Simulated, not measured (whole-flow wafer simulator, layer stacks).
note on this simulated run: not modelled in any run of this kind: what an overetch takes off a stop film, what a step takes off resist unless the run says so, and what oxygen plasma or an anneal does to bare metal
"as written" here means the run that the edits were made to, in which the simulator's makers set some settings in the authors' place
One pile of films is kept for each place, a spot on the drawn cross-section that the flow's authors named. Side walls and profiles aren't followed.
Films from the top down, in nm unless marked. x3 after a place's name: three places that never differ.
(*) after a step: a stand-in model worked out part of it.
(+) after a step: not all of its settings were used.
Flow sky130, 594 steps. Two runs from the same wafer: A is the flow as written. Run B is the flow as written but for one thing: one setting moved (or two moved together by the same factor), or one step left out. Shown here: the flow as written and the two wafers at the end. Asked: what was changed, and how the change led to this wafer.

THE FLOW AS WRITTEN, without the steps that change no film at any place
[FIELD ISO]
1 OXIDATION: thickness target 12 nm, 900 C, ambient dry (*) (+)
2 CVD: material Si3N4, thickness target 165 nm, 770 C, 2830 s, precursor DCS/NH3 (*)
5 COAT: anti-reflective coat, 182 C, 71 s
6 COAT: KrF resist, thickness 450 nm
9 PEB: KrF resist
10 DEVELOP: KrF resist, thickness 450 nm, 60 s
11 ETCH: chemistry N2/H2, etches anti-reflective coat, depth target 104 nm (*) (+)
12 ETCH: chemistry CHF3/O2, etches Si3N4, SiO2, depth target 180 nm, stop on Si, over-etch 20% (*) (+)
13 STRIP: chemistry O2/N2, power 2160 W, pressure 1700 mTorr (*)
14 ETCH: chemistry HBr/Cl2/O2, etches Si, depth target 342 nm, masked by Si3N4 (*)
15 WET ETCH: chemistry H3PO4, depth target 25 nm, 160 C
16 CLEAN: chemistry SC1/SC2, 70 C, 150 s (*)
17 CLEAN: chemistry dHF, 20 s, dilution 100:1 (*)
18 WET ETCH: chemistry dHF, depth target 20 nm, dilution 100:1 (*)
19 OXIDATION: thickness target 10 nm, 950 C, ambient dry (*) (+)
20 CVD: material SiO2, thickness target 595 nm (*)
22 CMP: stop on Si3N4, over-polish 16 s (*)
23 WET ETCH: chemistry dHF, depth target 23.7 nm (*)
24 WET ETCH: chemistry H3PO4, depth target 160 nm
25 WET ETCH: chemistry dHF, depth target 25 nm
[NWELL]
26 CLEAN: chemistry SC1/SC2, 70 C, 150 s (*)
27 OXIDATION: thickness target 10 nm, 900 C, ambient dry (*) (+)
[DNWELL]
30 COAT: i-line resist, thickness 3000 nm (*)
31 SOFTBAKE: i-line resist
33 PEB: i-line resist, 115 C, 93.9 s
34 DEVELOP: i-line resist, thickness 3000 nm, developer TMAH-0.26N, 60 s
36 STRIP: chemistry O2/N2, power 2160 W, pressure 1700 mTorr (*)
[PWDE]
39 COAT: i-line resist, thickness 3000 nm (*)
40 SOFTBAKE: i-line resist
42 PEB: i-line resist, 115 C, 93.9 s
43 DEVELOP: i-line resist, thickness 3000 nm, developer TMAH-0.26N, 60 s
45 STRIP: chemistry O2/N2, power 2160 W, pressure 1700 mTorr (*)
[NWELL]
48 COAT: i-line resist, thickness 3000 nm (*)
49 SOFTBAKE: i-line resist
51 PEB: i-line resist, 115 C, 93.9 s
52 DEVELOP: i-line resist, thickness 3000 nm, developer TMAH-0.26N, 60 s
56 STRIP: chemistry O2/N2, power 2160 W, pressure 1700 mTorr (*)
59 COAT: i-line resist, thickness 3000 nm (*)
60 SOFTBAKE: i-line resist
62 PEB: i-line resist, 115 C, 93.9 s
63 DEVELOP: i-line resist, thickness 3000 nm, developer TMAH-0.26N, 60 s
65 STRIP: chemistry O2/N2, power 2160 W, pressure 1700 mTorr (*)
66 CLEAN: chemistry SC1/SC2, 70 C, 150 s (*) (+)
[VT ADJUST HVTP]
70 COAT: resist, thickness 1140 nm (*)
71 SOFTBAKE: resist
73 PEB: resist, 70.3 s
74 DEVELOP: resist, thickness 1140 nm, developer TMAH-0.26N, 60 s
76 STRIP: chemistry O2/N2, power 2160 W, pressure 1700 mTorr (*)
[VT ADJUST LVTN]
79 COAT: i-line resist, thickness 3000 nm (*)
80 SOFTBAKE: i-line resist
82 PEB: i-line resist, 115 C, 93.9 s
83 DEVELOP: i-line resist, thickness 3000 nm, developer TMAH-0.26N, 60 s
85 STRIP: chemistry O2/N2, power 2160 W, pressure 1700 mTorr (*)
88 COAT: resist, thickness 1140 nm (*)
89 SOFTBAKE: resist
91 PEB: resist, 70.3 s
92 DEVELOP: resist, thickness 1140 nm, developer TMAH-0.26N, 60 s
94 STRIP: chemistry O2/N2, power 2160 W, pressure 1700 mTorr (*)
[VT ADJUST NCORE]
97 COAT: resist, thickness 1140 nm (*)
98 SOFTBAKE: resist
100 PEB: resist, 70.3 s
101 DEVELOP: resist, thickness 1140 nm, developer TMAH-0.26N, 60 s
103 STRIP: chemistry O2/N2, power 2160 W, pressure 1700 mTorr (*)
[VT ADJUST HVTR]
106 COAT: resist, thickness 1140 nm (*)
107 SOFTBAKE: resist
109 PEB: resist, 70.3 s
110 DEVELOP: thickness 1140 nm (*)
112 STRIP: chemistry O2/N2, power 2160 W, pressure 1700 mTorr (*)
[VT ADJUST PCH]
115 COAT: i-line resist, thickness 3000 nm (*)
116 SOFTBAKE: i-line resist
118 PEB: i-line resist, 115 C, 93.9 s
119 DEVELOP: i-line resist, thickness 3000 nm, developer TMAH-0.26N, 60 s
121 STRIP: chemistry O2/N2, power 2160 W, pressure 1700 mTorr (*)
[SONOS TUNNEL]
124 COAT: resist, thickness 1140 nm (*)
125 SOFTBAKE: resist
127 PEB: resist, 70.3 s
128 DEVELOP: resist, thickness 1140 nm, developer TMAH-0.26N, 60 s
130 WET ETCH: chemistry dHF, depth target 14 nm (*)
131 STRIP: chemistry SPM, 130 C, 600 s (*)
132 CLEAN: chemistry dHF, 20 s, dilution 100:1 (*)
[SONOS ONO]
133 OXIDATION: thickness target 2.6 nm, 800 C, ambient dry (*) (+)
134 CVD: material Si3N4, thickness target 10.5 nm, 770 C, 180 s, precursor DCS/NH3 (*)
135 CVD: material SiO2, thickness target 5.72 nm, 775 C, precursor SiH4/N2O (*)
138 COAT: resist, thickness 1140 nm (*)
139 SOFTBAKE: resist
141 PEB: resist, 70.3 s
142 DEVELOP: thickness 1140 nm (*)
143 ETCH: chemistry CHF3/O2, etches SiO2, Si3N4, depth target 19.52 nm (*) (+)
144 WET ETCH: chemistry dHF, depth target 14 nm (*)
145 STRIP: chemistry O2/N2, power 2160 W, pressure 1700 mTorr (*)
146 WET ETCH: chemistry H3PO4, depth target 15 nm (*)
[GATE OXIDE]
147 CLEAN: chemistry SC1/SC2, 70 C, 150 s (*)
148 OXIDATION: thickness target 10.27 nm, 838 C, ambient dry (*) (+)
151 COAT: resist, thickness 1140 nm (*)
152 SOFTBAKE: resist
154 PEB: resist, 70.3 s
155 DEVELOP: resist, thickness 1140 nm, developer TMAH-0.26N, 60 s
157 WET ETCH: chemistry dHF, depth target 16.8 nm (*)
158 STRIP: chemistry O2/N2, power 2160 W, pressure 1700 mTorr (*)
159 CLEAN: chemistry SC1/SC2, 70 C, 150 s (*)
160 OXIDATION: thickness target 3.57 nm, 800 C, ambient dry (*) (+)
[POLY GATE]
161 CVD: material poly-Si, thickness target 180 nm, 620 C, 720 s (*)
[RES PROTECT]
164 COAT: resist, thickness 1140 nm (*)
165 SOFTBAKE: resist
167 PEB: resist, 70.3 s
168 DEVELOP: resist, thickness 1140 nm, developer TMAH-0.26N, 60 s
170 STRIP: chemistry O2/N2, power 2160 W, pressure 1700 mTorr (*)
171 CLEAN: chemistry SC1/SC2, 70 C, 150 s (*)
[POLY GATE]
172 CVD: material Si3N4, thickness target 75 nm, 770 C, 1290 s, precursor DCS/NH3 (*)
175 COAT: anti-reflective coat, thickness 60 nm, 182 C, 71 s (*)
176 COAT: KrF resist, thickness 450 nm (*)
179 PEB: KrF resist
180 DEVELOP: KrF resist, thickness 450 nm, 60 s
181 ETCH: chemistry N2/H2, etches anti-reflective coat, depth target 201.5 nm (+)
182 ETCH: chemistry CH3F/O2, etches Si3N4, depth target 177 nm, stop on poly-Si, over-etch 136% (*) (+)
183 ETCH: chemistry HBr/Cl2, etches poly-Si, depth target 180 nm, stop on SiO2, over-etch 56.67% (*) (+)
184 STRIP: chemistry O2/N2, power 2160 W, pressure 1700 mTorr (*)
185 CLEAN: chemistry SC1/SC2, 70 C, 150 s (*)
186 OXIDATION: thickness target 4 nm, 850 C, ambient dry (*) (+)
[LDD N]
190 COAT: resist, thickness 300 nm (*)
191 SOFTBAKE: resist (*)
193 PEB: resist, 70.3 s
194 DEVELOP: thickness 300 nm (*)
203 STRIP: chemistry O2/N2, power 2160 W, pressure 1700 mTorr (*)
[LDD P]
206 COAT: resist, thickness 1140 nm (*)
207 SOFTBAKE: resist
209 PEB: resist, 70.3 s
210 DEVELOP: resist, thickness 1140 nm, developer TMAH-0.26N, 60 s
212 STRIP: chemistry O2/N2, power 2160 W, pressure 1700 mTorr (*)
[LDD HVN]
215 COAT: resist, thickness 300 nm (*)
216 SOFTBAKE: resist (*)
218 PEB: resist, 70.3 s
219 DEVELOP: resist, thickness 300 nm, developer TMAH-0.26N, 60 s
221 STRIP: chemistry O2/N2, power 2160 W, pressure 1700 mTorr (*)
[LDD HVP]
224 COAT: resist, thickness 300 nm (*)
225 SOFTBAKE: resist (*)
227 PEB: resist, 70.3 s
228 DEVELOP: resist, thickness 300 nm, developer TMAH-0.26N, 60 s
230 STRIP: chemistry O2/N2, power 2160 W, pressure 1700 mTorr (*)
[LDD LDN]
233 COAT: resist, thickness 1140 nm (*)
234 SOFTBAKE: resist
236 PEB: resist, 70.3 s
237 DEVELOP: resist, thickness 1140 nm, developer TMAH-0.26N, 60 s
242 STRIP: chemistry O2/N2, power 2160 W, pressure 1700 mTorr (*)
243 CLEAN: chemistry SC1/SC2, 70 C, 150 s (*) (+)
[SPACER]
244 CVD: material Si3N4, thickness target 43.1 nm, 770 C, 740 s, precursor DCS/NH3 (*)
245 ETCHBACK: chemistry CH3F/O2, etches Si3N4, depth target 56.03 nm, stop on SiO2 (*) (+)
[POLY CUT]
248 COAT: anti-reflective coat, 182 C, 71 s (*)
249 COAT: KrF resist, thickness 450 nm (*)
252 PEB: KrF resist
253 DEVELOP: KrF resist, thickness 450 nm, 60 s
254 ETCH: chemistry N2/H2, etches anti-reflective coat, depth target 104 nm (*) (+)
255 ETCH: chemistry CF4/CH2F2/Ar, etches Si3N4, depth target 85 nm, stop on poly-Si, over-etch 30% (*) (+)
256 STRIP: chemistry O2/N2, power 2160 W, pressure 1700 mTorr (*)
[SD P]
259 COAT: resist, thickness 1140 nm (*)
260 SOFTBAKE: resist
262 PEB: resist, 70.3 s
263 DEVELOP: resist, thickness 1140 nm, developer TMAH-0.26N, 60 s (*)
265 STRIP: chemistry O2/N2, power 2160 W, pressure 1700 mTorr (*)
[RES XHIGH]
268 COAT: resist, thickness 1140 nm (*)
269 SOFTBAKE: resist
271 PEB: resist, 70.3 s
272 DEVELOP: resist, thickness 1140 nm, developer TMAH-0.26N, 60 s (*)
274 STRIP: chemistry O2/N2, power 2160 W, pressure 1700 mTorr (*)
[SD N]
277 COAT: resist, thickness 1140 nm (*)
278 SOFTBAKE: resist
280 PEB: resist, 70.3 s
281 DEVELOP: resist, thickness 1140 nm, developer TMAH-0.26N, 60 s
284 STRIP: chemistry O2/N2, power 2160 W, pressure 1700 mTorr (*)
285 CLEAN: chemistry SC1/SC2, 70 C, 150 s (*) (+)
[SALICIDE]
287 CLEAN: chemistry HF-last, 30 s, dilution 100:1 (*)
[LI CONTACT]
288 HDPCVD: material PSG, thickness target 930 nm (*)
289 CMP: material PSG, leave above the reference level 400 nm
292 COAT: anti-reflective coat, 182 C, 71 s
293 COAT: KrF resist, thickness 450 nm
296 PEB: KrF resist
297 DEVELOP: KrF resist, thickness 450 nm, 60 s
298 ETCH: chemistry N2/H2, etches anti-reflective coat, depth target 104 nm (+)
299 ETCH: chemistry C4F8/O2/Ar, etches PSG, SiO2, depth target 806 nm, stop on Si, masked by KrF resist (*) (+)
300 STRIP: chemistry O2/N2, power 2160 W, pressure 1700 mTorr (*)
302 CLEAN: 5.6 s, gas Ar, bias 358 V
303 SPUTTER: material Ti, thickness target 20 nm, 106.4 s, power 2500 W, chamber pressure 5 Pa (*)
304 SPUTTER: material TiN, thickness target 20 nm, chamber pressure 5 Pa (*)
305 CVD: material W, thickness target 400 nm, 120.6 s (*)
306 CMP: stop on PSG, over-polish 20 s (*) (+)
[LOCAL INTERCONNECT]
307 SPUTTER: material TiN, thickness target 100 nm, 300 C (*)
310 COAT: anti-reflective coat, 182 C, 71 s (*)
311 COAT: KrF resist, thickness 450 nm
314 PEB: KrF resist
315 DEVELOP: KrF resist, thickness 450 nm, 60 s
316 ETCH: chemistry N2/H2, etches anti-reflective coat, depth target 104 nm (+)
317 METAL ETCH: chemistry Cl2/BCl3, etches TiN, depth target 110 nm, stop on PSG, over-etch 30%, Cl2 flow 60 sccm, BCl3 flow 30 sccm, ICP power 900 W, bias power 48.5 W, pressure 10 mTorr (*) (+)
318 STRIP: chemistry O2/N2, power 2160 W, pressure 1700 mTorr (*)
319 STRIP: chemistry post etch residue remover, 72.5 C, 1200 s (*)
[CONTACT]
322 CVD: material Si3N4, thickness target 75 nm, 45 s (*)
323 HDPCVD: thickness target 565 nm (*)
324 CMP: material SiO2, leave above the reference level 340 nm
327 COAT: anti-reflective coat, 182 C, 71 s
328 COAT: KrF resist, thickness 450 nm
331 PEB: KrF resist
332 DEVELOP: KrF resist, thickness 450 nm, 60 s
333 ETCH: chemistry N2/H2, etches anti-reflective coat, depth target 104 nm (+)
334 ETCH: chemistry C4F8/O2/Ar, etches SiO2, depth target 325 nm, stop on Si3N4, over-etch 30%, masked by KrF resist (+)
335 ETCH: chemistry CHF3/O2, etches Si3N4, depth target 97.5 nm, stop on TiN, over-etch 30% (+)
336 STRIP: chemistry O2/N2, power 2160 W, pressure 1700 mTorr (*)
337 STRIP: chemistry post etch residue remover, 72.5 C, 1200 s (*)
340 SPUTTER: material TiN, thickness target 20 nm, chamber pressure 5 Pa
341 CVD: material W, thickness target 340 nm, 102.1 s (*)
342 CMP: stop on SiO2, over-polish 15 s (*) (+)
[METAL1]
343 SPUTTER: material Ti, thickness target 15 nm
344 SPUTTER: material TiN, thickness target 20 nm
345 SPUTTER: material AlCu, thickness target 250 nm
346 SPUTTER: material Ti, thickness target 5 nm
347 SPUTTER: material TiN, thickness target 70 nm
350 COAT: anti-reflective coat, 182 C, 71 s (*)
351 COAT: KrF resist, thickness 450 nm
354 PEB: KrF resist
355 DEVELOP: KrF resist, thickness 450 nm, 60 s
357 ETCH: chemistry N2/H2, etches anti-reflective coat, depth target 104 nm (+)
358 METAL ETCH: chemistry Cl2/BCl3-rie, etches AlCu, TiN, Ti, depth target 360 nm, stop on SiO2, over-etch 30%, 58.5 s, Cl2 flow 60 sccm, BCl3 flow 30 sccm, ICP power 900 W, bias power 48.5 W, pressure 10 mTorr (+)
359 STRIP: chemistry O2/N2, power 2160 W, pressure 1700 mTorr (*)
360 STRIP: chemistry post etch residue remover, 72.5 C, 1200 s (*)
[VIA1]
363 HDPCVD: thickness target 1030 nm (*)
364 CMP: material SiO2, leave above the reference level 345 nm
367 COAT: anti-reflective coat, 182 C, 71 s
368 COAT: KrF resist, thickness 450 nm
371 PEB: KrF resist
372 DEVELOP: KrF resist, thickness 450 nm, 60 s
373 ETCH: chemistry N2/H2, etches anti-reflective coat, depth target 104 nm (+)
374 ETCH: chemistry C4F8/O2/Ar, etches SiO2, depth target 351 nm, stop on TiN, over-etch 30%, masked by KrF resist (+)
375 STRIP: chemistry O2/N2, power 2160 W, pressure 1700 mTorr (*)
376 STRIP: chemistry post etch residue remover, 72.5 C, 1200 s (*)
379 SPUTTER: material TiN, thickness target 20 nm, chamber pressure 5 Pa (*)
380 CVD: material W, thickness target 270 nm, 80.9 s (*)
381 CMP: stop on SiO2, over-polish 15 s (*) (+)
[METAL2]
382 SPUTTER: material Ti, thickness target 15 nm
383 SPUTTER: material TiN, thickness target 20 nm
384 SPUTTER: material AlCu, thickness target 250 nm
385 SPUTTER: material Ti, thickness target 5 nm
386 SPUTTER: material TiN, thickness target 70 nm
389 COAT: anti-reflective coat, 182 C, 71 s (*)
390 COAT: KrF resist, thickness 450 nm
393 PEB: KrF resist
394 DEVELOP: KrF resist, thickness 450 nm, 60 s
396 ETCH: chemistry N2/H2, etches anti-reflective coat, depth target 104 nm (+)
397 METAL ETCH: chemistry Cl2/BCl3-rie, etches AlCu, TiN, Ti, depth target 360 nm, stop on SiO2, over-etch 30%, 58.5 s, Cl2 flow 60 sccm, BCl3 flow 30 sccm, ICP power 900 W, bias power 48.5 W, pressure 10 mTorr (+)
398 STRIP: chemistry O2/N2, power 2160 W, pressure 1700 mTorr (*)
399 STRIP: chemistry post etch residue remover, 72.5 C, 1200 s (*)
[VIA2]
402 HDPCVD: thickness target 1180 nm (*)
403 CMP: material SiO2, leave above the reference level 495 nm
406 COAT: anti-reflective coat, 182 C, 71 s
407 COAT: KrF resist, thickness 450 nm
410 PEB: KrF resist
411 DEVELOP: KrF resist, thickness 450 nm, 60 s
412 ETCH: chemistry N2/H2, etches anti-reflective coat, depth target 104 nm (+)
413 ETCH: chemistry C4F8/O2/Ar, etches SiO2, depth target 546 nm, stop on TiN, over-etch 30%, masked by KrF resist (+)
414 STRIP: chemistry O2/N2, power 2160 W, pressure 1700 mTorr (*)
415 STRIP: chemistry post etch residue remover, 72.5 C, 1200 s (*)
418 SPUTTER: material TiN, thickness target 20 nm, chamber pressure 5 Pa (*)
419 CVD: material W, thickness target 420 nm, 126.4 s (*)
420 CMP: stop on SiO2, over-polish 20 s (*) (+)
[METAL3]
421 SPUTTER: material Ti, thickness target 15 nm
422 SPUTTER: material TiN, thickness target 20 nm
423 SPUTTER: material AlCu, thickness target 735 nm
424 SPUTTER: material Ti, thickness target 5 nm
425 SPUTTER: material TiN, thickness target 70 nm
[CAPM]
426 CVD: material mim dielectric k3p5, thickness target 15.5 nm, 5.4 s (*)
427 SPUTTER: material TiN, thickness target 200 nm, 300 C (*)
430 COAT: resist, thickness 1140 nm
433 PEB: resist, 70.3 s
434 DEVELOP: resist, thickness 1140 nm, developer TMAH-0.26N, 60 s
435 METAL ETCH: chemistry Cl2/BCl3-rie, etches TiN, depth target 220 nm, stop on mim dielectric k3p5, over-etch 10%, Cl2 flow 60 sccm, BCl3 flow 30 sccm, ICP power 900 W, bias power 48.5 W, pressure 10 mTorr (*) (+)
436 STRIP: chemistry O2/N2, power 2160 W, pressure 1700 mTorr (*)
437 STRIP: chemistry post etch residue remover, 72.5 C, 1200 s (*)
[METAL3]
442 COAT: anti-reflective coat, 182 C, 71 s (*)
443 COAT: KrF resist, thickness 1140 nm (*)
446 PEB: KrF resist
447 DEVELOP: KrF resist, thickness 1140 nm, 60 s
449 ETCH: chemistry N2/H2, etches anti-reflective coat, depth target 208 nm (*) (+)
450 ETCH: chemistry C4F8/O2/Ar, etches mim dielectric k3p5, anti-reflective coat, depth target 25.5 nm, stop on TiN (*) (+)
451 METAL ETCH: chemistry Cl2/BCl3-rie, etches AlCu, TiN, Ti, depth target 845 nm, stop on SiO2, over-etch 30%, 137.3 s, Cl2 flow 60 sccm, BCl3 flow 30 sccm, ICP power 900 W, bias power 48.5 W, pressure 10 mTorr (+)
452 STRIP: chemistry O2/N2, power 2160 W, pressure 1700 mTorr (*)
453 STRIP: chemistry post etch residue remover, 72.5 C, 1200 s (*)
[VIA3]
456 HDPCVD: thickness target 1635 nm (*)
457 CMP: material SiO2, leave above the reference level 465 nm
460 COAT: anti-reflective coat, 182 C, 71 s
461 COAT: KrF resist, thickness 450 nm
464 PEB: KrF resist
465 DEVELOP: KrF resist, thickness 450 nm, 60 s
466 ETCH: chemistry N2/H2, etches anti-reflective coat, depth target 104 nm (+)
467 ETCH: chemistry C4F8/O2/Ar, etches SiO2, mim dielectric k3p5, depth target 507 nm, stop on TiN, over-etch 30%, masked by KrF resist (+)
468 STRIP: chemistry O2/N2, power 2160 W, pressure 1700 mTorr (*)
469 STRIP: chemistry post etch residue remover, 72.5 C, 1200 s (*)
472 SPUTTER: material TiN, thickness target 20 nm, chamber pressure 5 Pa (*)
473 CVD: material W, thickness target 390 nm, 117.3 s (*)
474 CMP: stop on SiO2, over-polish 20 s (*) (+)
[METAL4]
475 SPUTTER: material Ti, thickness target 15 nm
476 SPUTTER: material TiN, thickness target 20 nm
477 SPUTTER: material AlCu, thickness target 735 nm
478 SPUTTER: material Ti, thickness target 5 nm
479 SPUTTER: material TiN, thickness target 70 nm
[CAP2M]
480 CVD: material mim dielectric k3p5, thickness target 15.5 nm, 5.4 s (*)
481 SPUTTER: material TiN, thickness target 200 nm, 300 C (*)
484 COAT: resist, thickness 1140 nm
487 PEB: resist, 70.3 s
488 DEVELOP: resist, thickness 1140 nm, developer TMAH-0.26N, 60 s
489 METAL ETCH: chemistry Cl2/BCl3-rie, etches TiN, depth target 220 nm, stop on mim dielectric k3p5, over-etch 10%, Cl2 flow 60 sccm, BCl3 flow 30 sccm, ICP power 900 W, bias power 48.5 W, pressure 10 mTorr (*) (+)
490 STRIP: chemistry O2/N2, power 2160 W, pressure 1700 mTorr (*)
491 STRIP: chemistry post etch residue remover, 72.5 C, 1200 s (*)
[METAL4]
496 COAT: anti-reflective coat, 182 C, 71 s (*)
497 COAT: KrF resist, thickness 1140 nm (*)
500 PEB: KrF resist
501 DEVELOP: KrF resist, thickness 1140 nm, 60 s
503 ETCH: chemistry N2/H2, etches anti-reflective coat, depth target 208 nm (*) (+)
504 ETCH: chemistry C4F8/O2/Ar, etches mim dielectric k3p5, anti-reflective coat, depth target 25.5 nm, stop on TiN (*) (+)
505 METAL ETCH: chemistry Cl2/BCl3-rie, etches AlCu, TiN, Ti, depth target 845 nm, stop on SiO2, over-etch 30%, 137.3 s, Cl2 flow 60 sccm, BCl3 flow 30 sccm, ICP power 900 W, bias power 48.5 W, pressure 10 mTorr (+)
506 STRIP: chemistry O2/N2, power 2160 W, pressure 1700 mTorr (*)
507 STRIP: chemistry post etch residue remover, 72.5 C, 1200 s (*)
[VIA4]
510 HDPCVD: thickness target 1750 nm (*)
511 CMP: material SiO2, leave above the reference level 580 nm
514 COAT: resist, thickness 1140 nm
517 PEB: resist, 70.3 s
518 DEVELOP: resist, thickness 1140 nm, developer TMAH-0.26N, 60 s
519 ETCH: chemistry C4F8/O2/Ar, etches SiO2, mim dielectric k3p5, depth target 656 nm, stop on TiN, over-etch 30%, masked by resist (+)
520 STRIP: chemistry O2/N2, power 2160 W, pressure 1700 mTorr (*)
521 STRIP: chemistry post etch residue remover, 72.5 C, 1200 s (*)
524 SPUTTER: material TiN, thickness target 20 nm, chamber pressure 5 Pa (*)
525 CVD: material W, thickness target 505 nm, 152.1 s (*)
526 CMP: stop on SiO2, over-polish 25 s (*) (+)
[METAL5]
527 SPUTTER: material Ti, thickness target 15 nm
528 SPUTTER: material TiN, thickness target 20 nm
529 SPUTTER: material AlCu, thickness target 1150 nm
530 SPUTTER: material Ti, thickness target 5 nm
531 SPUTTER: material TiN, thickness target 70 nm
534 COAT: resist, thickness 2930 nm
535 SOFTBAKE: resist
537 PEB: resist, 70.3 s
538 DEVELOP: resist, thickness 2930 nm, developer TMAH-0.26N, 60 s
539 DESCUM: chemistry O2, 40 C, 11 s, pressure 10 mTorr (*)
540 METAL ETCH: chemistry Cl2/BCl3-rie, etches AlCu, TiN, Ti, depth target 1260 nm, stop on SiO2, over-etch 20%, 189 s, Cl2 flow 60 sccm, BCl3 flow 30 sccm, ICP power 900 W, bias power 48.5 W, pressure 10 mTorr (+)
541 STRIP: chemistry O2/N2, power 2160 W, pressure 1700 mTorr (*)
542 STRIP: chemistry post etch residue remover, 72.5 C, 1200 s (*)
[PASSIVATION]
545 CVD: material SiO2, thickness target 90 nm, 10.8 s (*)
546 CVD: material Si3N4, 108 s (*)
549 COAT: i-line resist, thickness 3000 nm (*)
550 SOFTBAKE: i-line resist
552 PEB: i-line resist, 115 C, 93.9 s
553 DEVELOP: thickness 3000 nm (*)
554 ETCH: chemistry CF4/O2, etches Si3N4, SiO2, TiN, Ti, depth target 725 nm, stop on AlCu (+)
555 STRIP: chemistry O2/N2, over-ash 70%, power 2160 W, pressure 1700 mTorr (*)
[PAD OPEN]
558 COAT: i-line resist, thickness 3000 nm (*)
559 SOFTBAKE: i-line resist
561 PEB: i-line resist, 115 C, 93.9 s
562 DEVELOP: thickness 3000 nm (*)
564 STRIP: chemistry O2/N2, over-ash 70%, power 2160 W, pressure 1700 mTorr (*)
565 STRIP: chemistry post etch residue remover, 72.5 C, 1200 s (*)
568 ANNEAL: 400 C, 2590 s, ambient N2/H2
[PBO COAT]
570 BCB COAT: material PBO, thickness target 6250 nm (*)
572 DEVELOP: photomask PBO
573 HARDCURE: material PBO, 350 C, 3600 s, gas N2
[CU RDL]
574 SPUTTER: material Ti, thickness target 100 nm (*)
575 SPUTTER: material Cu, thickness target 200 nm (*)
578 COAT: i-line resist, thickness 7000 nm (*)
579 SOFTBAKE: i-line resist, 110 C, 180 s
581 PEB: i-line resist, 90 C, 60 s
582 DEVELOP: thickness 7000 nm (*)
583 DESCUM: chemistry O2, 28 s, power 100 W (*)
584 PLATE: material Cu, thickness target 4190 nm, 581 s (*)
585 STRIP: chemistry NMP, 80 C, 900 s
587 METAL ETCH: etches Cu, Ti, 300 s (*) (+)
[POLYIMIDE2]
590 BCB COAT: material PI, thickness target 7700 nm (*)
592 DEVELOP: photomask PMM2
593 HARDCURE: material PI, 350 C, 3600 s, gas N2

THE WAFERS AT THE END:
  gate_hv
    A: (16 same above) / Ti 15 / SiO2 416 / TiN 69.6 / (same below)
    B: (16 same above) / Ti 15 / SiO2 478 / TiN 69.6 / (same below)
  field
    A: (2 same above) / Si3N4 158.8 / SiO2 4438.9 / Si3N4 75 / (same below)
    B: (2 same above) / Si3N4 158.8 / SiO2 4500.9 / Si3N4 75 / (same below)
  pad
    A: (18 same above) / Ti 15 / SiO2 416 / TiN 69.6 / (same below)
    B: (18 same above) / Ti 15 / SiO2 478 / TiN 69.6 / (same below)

The cause: step 403, CMP: leave above the reference level 557 nm was run, where the flow has leave above the reference level 495 nm.

How the change led to this, step by step:
  403 CMP: material SiO2, leave above the reference level 495 nm
      n_well, p_well, gate_hv and 101 more: A SiO2 -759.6 | B SiO2 -697.6
      field, active, gate and 82 more: A SiO2 -389.1 | B SiO2 -327.1
      (and at 2 more places)
  413 ETCH: chemistry C4F8/O2/Ar, etches SiO2, depth target 546 nm, stop on TiN, over-etch 30%, masked by KrF resist (+)
      m1: A SiO2 -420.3 (all of it) | B SiO2 -482.3 (all of it)
      via2_hole: A SiO2 -419.8 (all of it) | B SiO2 -481.8 (all of it)
  418 SPUTTER: material TiN, thickness target 20 nm, chamber pressure 5 Pa (*)
      m1: A TiN +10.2 | B TiN +9.39
      via2_hole: A TiN +10.2 | B TiN +9.38
  419 CVD: material W, thickness target 420 nm, 126.4 s (*)
      m1: A W +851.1 (new film) | B W +913.9 (new film)
      via2_hole: A W +850.7 (new film) | B W +913.5 (new film)
